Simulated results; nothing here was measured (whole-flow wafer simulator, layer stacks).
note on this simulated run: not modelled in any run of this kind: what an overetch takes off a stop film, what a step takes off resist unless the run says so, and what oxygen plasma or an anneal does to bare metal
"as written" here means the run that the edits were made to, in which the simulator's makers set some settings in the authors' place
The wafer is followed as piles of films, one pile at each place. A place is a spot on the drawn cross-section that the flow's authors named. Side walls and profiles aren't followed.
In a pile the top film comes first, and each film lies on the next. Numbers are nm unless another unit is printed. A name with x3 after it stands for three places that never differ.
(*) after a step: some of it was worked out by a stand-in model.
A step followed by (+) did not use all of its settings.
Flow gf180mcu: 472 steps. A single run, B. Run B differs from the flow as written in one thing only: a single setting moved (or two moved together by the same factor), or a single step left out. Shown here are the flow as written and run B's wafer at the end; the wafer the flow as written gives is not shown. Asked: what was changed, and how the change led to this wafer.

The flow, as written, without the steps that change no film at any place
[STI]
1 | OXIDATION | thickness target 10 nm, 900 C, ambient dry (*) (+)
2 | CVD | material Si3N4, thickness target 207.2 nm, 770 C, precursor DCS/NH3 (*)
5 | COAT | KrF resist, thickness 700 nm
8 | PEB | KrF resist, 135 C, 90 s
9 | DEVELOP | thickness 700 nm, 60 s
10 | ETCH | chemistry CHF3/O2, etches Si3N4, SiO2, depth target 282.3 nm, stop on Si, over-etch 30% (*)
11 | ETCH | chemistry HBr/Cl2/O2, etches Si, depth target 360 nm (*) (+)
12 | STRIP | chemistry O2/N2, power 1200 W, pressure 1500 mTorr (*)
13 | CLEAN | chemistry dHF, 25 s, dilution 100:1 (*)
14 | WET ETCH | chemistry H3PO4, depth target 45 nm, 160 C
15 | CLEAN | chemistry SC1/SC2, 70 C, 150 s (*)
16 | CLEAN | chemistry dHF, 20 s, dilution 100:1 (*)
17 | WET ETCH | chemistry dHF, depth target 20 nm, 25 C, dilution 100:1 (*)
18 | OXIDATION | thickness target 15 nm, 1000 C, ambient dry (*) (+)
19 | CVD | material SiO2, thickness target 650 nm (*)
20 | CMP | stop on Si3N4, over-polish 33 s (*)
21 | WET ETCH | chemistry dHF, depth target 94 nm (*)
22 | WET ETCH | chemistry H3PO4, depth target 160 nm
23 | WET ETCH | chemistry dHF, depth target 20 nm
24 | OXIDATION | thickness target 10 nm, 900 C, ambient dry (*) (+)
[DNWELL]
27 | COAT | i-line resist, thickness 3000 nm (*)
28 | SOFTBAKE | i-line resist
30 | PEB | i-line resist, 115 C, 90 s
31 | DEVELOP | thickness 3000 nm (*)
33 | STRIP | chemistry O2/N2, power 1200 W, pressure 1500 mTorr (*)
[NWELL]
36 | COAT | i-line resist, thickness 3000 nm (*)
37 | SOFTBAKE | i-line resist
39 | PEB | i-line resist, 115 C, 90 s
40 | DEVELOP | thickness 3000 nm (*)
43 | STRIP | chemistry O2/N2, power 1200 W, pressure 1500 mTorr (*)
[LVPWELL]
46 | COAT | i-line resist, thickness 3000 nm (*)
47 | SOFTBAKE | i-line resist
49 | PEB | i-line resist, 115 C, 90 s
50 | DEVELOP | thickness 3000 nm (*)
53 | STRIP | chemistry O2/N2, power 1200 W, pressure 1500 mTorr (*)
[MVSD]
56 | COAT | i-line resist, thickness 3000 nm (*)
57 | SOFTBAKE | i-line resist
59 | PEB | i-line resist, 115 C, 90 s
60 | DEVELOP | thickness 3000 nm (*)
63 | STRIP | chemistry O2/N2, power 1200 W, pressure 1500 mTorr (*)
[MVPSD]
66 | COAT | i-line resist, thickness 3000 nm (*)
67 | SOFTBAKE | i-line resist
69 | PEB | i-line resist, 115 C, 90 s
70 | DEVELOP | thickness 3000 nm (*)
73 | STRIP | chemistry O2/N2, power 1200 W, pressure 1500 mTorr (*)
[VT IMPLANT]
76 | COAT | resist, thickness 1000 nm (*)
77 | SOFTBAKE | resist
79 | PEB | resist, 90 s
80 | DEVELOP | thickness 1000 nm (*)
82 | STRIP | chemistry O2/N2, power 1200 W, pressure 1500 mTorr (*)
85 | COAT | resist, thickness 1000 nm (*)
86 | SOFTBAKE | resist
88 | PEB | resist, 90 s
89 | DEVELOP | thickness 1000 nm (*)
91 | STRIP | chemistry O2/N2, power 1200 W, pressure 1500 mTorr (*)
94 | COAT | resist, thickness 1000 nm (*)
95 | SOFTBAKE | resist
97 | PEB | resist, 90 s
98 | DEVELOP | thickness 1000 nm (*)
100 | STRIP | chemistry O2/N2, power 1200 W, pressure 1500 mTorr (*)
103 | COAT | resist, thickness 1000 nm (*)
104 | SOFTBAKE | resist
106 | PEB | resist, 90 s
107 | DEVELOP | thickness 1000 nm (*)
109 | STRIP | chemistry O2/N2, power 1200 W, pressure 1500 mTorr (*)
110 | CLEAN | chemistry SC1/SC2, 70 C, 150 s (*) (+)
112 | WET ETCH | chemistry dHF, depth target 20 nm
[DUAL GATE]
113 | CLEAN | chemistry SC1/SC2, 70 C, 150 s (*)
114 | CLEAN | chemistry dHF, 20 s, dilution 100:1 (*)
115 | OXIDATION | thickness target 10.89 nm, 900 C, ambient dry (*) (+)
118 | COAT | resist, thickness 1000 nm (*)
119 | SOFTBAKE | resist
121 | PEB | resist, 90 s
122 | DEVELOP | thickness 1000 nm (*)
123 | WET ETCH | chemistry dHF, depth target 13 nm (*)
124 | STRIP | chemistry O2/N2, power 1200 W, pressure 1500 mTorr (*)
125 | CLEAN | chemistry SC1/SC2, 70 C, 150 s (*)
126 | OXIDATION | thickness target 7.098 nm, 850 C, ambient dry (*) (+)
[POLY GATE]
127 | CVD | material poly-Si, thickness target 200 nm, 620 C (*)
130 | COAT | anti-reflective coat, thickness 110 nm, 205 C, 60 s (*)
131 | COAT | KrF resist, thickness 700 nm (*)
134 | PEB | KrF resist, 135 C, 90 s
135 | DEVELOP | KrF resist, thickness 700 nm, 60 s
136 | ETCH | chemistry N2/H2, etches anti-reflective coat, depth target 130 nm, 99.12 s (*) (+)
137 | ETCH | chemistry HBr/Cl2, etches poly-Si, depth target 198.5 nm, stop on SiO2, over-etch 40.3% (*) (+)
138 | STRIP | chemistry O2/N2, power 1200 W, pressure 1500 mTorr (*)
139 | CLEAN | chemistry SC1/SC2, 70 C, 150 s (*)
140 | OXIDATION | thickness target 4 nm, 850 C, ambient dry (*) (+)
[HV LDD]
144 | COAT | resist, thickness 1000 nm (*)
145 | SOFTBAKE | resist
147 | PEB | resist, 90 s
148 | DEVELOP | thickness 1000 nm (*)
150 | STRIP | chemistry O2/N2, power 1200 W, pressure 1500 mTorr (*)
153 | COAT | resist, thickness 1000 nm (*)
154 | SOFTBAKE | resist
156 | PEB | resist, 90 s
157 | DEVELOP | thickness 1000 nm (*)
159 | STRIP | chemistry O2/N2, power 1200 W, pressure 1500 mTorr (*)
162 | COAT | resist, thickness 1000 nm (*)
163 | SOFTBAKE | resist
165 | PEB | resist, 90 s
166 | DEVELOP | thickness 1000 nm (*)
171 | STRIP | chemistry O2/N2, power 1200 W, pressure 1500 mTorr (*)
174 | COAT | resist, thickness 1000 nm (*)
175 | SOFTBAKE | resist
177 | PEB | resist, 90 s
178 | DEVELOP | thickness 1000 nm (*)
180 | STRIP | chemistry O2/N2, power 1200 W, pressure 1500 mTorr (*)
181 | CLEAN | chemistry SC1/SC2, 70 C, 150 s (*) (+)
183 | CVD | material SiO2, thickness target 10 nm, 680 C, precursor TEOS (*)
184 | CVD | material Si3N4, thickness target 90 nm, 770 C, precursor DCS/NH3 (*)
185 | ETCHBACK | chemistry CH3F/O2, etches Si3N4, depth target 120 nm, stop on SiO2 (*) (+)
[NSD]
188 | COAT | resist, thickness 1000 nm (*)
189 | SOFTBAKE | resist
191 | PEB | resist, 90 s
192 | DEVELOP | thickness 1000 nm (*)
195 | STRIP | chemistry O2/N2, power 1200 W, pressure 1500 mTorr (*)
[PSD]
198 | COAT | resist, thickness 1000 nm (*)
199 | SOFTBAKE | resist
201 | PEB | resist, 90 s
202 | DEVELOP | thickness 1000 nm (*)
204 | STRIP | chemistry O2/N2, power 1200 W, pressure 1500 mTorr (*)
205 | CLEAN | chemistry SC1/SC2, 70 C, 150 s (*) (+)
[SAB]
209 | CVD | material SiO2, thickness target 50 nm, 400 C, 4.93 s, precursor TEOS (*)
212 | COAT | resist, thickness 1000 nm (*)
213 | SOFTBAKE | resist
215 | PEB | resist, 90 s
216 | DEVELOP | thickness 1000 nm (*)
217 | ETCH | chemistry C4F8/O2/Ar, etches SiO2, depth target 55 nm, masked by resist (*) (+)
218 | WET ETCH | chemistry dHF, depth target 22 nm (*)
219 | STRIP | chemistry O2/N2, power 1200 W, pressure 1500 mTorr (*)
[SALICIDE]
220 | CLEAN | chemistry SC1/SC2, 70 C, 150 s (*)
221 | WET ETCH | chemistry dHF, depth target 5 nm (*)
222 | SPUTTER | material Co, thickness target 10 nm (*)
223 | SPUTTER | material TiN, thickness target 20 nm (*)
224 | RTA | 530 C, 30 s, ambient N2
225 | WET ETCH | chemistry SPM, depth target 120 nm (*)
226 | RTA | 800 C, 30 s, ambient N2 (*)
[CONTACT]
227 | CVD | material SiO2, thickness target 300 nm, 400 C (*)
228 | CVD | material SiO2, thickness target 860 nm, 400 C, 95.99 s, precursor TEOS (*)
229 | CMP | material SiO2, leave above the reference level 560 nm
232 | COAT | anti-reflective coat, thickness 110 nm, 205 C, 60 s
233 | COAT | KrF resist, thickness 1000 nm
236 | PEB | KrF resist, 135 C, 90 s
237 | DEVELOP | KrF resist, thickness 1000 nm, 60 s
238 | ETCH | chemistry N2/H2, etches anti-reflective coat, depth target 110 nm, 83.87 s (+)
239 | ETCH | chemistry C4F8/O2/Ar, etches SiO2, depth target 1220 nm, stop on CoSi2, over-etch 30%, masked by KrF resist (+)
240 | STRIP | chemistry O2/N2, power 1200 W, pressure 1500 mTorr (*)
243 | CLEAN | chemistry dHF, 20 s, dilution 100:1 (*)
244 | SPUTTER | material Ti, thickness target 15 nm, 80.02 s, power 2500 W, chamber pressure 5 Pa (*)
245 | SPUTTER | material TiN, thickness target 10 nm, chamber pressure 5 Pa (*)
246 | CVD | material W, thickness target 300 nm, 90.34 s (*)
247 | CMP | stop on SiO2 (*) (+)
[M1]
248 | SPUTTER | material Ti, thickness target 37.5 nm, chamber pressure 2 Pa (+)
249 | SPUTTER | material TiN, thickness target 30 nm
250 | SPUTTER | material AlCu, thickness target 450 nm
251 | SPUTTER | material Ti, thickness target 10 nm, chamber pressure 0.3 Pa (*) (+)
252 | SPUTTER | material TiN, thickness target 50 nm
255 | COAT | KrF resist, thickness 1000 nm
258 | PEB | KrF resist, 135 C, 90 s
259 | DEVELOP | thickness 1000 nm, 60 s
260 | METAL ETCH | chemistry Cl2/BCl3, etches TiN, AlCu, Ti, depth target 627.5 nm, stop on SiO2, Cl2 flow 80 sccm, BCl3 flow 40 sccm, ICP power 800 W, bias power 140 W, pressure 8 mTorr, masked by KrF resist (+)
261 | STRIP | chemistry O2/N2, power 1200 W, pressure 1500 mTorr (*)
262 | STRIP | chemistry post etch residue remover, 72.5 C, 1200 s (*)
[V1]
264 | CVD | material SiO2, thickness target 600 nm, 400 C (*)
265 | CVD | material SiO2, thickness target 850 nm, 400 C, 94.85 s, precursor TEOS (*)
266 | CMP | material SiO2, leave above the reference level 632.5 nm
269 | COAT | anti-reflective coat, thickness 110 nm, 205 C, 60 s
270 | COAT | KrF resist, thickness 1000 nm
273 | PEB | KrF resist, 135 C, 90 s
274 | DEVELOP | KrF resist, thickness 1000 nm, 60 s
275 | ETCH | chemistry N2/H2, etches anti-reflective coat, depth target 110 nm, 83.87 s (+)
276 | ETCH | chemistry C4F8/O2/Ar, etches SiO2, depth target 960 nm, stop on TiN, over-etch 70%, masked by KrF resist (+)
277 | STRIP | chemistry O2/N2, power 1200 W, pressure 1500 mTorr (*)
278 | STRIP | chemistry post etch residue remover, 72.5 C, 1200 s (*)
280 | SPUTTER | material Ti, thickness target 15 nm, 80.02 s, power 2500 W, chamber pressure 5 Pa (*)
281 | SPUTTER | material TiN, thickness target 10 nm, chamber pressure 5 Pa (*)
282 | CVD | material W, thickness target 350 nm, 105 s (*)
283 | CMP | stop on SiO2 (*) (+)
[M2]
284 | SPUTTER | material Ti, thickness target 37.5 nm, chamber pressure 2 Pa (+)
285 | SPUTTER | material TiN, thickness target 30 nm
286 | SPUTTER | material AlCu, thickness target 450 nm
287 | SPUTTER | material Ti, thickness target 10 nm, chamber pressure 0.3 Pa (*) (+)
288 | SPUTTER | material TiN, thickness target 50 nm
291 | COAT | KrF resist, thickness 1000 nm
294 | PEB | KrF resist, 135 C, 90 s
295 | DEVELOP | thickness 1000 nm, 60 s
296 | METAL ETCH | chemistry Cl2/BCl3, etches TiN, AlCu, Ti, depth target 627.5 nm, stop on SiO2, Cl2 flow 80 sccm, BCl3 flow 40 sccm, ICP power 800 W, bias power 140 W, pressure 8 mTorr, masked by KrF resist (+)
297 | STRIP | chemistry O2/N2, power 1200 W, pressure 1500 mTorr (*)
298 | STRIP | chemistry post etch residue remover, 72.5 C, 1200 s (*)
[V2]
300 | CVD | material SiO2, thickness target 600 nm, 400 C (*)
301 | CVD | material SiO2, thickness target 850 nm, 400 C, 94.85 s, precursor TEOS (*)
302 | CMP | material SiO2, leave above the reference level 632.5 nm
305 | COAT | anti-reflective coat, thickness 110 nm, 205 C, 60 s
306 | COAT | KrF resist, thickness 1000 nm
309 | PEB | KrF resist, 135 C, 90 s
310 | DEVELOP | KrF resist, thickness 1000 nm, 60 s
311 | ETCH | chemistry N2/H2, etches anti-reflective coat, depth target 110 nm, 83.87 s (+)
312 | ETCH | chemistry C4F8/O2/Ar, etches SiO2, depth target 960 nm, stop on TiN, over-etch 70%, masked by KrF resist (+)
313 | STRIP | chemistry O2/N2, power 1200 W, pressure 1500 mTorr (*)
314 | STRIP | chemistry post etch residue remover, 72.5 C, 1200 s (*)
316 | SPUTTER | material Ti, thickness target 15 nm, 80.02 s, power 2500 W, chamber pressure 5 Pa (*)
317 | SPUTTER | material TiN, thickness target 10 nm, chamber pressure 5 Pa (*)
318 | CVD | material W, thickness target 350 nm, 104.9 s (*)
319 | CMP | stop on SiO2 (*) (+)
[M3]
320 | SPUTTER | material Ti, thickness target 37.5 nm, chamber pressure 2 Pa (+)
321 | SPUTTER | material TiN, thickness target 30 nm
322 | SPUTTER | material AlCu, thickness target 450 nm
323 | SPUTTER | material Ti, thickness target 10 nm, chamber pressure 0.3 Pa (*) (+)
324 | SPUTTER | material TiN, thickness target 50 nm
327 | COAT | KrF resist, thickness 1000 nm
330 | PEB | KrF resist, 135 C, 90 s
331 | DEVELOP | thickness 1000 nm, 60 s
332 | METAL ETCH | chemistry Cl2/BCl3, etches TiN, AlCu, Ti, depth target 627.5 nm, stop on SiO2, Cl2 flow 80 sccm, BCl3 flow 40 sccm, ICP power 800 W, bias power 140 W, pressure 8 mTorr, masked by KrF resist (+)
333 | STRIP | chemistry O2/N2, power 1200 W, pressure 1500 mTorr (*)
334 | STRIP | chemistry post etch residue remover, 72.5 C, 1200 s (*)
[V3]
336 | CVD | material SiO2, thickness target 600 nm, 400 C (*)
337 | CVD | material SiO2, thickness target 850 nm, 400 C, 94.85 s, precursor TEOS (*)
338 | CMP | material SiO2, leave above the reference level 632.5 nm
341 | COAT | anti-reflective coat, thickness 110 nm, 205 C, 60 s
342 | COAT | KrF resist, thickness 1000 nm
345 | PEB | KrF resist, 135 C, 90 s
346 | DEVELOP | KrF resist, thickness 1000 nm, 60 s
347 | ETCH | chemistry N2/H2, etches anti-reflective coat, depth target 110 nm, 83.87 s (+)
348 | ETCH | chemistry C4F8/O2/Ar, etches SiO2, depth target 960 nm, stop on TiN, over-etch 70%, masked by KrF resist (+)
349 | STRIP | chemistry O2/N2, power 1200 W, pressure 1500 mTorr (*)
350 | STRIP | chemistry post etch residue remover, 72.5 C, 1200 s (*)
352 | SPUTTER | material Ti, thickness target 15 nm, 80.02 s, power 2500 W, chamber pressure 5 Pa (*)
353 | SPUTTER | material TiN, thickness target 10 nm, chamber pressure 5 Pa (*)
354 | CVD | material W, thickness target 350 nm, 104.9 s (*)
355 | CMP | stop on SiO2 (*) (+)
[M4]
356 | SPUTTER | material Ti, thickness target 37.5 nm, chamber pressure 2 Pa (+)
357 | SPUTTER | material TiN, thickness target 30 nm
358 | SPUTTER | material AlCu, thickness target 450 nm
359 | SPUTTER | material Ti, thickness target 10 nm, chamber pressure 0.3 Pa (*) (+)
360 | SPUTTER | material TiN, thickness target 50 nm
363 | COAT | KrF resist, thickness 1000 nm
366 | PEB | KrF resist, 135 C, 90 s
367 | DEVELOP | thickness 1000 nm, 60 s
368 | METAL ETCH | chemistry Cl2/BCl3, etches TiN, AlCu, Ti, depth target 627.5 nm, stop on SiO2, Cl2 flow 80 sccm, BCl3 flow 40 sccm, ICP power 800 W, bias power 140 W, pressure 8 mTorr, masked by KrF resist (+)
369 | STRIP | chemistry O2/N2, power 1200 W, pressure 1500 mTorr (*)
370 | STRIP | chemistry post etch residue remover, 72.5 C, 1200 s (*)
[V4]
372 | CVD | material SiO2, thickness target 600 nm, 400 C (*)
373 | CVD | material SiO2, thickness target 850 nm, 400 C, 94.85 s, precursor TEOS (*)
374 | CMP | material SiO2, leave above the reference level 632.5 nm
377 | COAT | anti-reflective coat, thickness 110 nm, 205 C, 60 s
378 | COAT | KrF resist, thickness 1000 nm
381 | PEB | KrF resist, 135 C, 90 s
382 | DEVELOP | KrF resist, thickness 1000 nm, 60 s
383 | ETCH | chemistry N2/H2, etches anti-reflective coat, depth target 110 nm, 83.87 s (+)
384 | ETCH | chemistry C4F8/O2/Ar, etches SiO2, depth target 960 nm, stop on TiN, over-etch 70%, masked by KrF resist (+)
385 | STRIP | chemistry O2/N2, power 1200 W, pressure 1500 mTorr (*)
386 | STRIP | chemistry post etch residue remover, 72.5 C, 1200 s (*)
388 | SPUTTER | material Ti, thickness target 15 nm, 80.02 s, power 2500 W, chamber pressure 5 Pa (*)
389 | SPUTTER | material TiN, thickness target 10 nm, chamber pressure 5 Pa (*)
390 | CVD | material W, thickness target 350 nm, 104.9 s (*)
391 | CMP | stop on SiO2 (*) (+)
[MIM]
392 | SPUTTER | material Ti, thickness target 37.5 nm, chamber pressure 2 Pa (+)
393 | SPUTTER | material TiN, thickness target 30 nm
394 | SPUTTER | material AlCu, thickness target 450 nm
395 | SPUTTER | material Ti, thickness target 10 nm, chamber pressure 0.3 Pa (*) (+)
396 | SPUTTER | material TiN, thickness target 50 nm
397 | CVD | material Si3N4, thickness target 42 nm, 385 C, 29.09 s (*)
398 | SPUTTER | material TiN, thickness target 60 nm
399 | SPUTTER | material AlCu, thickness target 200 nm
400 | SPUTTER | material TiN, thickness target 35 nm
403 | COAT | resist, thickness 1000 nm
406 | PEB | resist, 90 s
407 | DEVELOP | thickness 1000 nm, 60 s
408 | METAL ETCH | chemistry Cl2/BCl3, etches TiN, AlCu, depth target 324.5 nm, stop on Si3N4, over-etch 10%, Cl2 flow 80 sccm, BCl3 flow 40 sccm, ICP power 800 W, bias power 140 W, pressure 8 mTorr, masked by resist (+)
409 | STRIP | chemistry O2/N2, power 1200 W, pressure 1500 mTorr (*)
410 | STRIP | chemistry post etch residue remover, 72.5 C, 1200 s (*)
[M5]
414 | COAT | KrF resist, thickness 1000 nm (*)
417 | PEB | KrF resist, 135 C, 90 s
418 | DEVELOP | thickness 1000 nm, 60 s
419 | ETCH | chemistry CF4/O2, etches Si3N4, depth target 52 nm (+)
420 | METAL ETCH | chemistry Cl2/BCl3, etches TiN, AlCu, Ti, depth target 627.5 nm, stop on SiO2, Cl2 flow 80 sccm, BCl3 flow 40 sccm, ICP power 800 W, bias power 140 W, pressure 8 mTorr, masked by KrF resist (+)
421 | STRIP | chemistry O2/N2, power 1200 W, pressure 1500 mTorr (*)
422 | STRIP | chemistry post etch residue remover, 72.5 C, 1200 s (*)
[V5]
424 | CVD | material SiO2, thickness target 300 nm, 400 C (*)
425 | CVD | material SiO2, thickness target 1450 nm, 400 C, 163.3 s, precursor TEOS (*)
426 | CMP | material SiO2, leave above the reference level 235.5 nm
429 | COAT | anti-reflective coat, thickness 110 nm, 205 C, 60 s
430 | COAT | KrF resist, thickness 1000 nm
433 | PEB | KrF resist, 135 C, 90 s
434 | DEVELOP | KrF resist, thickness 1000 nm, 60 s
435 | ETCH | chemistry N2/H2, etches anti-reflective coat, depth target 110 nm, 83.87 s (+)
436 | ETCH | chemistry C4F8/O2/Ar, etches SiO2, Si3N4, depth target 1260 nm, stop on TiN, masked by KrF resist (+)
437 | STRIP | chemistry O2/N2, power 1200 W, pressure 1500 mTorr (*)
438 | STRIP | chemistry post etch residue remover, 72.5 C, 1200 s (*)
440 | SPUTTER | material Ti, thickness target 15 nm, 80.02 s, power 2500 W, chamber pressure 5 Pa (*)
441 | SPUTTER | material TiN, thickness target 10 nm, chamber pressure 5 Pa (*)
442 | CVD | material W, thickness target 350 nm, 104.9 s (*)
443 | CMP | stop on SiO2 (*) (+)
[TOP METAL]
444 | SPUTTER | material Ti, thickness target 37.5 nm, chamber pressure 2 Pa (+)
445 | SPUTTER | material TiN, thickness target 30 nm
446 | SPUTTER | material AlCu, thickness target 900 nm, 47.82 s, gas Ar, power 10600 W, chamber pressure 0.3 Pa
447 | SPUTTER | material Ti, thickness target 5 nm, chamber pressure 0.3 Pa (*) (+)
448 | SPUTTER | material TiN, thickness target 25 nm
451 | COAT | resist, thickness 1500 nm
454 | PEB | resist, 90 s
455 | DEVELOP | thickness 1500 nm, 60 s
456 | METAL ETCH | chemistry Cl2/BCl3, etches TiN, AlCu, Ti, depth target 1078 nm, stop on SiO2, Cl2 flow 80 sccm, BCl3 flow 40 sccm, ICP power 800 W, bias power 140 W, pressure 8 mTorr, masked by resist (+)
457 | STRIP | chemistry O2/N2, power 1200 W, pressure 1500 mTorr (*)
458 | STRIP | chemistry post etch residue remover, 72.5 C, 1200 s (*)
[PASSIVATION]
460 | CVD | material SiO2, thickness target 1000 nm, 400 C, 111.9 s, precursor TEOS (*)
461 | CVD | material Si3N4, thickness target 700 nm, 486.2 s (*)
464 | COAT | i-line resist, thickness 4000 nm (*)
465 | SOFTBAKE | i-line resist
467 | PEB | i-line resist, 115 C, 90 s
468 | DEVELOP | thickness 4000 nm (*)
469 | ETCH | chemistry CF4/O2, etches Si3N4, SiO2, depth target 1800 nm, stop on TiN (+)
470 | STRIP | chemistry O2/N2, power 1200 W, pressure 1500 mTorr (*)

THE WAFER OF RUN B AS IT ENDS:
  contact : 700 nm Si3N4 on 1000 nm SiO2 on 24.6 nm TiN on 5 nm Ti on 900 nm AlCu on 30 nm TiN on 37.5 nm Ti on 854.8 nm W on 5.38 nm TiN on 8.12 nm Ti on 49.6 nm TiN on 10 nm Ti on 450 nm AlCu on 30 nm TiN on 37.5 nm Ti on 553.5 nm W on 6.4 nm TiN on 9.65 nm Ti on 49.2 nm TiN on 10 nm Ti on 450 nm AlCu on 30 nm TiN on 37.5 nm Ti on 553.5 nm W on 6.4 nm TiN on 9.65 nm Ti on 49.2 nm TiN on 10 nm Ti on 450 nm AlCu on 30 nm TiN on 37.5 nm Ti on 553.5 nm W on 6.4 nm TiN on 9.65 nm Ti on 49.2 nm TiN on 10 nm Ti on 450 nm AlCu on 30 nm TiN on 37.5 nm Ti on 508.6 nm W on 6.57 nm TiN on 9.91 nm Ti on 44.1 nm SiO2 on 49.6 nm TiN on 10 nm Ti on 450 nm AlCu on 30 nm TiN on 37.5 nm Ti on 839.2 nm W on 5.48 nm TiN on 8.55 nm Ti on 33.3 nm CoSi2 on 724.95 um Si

What caused this: step 276, ETCH: depth target 528 nm was run, while the flow as written has depth target 960 nm.

How this came from the change, step by step:
  276 | ETCH | chemistry C4F8/O2/Ar, etches SiO2, depth target 960 nm, stop on TiN, over-etch 70%, masked by KrF resist (+)
      contact: SiO2 loses 528 (in the flow as written it would be: SiO2 loses 572.1 (all of it))
      field, field__w1, field__w2 and 107 more: KrF resist loses 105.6 (in the flow as written it would be: KrF resist loses 192)
  277 | STRIP | chemistry O2/N2, power 1200 W, pressure 1500 mTorr (*)
      field, field__w1, field__w2 and 107 more: KrF resist loses 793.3 (all of it), anti-reflective coat loses 110 (all of it) (in the flow as written it would be: KrF resist loses 706.9 (all of it), anti-reflective coat loses 110 (all of it))
  282 | CVD | material W, thickness target 350 nm, 105 s (*)
      contact: W gains 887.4 (new film) (in the flow as written it would be: W gains 932.3 (new film))
If metal films that touch count as one body, contact has 2 bodies (between them, from the top down: SiO2 44.1); the flow as written gives 1 body.
